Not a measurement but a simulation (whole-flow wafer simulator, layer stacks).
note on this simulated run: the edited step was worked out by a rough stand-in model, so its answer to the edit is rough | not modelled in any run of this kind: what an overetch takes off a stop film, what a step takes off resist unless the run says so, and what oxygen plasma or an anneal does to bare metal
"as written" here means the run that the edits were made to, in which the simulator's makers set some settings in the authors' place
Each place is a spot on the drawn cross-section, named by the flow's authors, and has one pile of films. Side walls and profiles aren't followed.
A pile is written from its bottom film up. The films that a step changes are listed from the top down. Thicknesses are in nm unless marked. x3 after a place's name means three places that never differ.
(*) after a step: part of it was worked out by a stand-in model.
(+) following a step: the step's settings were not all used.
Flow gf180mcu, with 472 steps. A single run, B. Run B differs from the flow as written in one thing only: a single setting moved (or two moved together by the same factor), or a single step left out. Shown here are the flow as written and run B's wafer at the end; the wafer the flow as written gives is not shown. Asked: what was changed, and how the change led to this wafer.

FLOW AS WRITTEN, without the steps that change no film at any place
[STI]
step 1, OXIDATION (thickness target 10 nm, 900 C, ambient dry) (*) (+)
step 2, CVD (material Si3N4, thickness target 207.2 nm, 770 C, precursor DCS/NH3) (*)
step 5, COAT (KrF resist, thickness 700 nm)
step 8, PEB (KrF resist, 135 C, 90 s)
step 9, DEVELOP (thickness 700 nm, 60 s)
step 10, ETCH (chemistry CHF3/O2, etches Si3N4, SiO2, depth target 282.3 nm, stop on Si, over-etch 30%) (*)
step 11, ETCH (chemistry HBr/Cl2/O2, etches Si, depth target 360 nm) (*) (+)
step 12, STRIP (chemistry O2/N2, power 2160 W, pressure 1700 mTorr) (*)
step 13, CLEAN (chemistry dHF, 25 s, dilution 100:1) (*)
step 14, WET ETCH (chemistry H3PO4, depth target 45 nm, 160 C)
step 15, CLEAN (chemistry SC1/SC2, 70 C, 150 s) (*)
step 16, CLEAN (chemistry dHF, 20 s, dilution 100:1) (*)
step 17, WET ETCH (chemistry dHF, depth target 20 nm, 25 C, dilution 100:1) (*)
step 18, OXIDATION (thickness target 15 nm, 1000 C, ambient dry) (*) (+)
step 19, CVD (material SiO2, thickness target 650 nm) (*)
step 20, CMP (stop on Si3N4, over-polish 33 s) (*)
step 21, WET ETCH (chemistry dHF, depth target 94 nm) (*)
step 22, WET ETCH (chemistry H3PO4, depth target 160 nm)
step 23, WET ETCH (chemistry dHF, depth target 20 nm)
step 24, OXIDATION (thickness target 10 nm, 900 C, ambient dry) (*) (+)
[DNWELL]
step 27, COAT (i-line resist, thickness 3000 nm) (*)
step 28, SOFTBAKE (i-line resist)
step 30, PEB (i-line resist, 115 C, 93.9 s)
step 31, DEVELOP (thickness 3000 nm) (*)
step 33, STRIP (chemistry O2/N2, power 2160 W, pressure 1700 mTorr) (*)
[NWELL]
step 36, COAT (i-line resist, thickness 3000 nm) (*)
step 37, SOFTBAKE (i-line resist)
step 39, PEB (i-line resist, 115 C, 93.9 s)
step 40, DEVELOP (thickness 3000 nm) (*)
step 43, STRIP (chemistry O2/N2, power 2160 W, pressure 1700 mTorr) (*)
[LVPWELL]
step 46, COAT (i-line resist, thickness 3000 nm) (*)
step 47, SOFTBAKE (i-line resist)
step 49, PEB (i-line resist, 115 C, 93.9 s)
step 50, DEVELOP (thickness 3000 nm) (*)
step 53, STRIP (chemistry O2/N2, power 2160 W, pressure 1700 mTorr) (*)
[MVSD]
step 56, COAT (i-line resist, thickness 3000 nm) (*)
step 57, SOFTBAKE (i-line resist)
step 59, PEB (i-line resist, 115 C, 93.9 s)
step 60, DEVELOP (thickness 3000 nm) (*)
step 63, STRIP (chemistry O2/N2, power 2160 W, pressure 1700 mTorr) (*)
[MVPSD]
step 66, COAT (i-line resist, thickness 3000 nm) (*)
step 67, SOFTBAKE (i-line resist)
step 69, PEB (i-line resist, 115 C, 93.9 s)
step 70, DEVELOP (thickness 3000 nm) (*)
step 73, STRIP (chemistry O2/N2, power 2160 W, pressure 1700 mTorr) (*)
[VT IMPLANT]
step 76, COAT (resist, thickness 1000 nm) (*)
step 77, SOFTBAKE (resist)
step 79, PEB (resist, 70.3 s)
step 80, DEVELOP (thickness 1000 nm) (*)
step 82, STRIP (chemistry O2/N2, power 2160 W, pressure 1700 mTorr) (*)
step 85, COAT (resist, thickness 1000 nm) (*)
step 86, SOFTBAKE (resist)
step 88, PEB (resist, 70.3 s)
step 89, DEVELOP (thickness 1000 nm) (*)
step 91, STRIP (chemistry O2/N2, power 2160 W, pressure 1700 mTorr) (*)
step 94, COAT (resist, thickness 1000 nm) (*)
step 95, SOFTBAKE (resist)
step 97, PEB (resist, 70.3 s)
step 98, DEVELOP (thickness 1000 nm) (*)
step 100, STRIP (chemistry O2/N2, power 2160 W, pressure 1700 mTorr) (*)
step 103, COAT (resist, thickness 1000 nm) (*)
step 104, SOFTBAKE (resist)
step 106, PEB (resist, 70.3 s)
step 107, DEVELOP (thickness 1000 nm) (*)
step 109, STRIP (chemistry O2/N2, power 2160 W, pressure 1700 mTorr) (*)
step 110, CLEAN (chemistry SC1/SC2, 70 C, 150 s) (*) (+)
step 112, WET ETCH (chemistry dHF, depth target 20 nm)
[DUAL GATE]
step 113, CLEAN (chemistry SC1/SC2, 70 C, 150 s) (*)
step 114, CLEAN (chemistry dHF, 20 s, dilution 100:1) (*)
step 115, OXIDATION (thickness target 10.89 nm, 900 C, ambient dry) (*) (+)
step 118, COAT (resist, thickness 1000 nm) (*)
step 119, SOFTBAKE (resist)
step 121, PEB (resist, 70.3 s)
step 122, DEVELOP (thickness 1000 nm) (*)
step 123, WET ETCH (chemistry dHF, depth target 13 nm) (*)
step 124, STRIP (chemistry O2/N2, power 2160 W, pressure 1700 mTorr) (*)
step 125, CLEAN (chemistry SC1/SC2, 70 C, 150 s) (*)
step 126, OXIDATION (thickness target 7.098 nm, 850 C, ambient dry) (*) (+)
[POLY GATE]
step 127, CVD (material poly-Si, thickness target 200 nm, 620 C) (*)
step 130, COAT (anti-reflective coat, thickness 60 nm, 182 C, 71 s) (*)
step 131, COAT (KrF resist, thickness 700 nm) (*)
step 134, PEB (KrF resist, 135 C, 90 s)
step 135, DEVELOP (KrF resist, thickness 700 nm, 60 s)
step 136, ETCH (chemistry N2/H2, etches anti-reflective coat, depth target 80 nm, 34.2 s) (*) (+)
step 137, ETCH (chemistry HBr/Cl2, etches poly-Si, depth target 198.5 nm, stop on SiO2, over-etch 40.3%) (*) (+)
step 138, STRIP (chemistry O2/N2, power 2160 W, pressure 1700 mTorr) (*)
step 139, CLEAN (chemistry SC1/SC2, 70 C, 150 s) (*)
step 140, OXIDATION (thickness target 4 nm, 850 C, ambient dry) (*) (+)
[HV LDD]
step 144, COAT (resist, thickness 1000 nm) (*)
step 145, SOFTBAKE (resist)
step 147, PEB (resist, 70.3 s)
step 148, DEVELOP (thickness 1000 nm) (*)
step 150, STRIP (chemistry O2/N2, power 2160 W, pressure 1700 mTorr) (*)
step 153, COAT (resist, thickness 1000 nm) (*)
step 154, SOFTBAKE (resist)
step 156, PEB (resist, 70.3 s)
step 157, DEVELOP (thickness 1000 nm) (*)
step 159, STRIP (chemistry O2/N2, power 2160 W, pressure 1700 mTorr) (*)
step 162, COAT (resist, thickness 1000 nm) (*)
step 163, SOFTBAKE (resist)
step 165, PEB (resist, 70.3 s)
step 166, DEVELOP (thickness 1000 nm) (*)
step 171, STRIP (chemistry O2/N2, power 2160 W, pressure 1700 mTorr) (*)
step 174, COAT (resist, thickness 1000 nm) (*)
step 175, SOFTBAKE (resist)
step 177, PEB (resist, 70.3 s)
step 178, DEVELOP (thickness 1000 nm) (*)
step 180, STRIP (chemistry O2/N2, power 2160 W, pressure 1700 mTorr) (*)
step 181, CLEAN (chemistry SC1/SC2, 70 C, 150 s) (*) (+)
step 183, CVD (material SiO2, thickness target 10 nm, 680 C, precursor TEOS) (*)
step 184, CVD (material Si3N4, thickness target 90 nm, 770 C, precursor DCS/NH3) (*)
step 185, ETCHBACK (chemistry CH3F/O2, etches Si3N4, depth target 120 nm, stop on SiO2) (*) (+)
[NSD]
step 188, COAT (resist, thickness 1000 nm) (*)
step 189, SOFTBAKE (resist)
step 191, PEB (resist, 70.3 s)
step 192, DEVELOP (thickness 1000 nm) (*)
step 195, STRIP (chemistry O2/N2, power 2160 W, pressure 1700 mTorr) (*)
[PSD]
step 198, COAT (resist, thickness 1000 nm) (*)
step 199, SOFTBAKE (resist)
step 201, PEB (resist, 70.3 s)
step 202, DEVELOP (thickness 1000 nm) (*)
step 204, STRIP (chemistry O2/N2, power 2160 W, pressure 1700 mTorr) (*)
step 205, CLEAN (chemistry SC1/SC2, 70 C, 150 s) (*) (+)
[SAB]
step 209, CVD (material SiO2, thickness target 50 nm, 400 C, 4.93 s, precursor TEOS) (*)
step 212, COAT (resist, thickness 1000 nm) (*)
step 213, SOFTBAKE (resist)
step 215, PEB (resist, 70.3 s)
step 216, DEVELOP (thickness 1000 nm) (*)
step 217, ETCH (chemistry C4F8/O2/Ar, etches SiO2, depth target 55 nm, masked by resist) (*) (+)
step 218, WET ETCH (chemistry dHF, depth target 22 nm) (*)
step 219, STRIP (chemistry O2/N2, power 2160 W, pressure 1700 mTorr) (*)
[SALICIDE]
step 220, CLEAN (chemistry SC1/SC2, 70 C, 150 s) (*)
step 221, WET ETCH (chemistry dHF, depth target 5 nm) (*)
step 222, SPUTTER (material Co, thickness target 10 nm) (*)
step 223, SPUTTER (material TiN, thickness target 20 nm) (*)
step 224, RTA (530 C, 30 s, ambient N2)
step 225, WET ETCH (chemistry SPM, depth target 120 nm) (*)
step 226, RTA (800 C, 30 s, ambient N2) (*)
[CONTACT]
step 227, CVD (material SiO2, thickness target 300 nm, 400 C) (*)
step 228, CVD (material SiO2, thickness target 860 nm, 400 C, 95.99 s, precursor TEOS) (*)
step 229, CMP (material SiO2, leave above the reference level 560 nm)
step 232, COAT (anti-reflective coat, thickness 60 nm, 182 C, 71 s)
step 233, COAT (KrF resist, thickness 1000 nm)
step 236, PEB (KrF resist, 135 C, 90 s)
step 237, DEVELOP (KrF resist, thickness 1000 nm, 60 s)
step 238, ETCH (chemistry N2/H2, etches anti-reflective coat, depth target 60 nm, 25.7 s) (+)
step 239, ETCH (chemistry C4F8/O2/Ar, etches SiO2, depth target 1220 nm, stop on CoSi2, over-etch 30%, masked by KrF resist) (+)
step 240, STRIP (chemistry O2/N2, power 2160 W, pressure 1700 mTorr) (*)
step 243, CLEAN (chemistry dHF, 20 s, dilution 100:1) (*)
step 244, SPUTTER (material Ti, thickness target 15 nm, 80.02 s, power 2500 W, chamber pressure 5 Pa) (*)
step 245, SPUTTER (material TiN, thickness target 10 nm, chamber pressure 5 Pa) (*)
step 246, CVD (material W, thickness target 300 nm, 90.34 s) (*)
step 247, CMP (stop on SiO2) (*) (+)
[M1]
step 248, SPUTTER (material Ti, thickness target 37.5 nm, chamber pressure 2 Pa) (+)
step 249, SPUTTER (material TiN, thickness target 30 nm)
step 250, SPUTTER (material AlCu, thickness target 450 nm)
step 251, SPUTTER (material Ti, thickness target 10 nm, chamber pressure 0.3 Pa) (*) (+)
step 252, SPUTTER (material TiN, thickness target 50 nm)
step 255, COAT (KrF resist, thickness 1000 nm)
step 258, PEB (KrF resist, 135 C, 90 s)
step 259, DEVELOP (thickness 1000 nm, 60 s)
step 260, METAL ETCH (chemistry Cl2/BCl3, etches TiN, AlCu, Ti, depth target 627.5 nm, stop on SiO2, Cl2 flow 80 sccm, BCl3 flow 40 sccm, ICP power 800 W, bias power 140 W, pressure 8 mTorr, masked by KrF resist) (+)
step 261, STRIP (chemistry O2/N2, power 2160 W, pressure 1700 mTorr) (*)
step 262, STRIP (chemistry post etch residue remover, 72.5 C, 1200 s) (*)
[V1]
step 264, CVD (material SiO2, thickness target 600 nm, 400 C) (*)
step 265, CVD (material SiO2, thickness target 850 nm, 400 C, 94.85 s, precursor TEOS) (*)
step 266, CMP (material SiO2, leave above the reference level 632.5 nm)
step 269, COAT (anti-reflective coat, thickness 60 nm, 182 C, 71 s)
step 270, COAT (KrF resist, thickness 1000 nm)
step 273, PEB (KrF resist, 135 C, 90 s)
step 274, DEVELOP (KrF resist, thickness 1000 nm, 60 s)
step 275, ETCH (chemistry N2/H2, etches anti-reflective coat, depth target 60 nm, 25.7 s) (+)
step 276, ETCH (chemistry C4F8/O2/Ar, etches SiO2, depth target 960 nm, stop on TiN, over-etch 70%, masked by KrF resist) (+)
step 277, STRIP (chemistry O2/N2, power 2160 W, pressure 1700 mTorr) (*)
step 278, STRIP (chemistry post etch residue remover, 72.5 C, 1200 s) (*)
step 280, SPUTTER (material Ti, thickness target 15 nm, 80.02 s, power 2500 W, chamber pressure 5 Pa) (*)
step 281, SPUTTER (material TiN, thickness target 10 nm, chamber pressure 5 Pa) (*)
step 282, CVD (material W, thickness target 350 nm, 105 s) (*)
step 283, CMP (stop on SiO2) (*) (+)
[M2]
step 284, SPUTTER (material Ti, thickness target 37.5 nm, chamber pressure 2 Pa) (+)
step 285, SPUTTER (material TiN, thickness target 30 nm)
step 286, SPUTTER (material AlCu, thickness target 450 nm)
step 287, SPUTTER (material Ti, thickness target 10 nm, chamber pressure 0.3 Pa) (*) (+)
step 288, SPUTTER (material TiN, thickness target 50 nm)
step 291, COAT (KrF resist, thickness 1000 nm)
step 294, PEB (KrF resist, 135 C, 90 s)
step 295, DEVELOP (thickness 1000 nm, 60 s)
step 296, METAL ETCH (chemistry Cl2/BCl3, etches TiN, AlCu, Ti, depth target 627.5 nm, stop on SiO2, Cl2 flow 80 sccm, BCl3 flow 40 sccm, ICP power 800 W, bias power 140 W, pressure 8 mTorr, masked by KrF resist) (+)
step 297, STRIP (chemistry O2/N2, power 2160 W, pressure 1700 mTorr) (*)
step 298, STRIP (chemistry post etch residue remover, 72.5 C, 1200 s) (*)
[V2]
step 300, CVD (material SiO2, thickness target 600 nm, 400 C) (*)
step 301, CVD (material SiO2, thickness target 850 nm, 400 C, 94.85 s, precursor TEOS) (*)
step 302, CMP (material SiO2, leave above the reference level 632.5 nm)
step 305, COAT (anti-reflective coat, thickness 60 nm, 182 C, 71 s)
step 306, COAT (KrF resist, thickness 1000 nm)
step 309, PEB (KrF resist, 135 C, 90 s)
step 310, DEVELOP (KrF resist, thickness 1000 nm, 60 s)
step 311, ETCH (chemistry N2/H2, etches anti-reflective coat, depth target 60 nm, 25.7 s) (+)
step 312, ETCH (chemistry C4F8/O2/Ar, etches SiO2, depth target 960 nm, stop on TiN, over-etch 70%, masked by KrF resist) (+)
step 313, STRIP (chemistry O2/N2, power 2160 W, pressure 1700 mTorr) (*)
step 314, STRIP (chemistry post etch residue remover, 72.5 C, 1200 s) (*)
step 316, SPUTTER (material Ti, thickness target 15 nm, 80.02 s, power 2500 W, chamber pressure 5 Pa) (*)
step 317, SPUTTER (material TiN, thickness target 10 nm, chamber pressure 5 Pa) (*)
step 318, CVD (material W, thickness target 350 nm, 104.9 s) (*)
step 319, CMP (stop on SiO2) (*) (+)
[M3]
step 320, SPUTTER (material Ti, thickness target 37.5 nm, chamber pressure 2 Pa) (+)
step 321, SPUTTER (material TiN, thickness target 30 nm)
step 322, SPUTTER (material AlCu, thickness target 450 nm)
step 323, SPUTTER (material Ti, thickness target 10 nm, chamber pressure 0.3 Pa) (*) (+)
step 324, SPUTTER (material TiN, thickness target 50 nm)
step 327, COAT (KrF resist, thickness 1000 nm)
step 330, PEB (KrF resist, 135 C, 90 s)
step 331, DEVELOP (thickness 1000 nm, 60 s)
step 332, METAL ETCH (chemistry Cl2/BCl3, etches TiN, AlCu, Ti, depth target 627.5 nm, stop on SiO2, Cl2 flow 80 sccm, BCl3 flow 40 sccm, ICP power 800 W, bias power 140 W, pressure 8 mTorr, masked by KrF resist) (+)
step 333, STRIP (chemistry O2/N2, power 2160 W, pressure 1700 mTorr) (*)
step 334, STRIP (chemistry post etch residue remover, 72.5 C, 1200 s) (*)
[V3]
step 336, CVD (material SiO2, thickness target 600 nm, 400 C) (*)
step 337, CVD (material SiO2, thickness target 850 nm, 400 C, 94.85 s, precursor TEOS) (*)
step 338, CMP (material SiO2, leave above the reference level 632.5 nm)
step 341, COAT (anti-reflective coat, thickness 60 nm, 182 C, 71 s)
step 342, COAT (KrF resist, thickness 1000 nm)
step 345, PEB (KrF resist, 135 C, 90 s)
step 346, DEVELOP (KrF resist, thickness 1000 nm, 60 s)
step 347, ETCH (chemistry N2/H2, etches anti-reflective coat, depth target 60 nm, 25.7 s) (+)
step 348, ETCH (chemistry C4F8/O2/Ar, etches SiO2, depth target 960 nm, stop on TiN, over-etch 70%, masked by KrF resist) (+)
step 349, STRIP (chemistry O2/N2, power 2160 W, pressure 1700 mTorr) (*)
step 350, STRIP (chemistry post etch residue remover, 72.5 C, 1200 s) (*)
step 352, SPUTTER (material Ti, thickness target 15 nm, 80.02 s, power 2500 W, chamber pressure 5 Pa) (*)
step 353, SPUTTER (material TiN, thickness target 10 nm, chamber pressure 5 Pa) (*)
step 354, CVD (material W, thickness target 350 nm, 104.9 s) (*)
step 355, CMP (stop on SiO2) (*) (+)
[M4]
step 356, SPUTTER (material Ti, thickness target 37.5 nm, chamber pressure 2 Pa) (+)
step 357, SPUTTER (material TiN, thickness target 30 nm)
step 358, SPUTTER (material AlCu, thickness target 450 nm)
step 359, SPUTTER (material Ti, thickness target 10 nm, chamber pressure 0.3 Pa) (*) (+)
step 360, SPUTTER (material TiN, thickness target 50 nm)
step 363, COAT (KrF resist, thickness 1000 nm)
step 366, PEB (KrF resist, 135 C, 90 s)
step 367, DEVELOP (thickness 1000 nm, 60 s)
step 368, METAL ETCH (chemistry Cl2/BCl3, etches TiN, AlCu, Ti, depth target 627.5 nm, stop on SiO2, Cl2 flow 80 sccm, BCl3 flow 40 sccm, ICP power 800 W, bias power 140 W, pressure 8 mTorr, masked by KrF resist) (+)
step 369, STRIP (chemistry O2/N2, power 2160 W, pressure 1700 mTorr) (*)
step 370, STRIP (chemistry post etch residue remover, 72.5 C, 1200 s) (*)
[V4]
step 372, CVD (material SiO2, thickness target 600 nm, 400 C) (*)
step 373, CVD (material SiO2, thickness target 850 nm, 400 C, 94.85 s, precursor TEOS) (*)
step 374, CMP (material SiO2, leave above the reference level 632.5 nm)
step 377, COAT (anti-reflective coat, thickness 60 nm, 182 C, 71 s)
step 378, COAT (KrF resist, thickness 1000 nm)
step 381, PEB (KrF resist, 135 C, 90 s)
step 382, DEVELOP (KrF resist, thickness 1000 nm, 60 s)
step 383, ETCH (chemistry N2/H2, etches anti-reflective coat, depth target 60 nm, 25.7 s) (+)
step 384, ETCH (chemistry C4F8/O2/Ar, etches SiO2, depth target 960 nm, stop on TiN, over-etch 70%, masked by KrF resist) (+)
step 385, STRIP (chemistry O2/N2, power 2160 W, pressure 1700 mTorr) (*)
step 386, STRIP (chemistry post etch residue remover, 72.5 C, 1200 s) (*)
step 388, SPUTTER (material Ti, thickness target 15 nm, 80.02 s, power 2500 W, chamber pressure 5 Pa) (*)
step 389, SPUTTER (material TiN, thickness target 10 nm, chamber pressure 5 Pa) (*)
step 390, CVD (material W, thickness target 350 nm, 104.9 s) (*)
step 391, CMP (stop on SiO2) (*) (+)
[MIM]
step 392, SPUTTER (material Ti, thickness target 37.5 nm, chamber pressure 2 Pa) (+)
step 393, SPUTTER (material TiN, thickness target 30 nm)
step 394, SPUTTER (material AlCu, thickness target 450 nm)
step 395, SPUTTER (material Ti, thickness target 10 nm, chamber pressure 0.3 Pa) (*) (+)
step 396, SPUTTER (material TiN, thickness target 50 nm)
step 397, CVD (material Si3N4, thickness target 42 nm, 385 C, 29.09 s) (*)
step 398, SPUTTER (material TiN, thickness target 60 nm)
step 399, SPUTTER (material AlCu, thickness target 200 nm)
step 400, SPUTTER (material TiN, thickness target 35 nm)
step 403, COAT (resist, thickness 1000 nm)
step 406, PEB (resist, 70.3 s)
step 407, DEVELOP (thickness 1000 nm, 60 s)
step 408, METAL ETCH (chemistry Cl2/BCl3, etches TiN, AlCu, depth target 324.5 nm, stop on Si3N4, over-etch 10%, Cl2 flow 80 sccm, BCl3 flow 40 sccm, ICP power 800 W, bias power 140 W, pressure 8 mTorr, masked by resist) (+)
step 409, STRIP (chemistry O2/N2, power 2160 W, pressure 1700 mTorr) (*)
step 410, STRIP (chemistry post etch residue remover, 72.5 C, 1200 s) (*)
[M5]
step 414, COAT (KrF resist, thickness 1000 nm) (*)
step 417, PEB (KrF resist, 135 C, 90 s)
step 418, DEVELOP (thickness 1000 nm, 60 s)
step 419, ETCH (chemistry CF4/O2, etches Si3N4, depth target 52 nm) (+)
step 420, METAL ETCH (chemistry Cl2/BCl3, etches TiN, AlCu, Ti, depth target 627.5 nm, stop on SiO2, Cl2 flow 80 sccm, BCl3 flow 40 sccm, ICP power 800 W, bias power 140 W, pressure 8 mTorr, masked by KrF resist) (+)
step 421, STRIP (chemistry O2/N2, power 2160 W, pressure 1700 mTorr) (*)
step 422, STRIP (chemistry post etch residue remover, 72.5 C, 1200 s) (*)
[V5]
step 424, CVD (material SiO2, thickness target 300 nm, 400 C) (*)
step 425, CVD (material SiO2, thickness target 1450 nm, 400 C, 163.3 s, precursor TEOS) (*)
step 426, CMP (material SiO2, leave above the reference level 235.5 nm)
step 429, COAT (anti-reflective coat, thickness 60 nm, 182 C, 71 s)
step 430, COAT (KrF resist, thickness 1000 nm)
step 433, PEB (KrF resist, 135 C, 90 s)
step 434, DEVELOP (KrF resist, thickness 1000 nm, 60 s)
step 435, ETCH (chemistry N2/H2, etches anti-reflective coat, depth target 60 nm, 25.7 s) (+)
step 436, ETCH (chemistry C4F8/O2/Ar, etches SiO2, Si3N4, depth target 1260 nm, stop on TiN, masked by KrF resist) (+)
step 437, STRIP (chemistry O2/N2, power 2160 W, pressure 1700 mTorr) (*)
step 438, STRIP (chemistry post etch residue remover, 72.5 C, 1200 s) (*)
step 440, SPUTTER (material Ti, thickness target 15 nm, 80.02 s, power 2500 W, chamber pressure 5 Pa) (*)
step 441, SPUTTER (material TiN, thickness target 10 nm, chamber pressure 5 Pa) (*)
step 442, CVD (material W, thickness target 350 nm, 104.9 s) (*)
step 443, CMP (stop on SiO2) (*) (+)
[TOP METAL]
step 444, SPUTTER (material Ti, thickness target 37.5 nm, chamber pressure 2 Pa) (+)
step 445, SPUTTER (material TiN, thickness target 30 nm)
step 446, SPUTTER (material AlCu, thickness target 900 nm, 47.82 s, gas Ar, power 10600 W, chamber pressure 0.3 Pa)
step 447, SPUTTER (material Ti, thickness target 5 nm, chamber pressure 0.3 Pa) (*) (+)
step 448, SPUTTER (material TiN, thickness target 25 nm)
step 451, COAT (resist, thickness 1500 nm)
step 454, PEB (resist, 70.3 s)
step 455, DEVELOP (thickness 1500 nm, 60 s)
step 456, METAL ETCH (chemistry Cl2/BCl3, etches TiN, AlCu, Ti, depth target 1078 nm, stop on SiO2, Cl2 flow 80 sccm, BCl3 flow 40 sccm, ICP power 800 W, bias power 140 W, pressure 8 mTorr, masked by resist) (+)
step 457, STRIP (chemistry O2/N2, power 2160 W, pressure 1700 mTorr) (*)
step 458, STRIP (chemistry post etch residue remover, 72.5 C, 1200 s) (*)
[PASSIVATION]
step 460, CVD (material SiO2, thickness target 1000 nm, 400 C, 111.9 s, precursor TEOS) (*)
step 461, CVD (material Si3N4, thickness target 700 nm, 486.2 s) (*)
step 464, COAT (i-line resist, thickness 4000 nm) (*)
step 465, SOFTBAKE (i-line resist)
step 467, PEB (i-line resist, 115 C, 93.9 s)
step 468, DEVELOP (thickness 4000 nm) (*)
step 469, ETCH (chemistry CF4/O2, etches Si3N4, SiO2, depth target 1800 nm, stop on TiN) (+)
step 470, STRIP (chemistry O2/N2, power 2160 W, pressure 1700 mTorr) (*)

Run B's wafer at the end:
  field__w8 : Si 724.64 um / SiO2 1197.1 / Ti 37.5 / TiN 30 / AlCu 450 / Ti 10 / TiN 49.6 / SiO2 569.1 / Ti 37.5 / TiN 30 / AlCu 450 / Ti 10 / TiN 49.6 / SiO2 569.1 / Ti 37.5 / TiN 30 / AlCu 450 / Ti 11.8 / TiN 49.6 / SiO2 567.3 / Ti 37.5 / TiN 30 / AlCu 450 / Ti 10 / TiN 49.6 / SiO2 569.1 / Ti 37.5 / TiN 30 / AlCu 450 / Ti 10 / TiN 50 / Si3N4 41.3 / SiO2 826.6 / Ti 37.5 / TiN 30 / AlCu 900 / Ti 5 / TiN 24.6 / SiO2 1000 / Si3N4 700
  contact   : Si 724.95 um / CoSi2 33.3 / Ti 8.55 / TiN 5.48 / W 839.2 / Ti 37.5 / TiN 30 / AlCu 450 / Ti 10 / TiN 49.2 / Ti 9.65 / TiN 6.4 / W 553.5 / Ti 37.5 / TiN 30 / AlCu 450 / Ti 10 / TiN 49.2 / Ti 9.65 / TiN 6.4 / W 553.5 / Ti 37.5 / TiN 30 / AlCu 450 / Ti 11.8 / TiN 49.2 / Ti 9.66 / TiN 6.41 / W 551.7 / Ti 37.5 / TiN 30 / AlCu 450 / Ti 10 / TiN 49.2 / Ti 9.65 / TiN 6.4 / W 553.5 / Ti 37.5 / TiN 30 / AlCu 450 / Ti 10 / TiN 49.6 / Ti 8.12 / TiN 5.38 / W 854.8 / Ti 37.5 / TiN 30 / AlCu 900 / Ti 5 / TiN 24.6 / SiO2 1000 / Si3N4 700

Cause: step 323, SPUTTER: thickness target 11.8 nm was run, while the flow as written has thickness target 10 nm.
One can read it off the wafer: field__w8 has Ti 11.8, and step 323 as written asks for 10 nm.

Step by step, how the change led to this:
  step 323, SPUTTER (material Ti, thickness target 10 nm, chamber pressure 0.3 Pa) (*) (+)
      field, field__w1, field__w2 and 108 more: Ti gains 11.8 (new film) (as written it would have been: Ti gains 10 (new film))
  step 332, METAL ETCH (chemistry Cl2/BCl3, etches TiN, AlCu, Ti, depth target 627.5 nm, stop on SiO2, Cl2 flow 80 sccm, BCl3 flow 40 sccm, ICP power 800 W, bias power 140 W, pressure 8 mTorr, masked by KrF resist) (+)
      field, field__w1, field__w2 and 103 more: TiN loses 50 (all of it), Ti loses 11.8 (all of it), AlCu loses 450 (all of it), TiN loses 30 (all of it), Ti loses 37.5 (all of it) (as written it would have been: TiN loses 50 (all of it), Ti loses 10 (all of it), AlCu loses 450 (all of it), TiN loses 30 (all of it), Ti loses 37.5 (all of it))
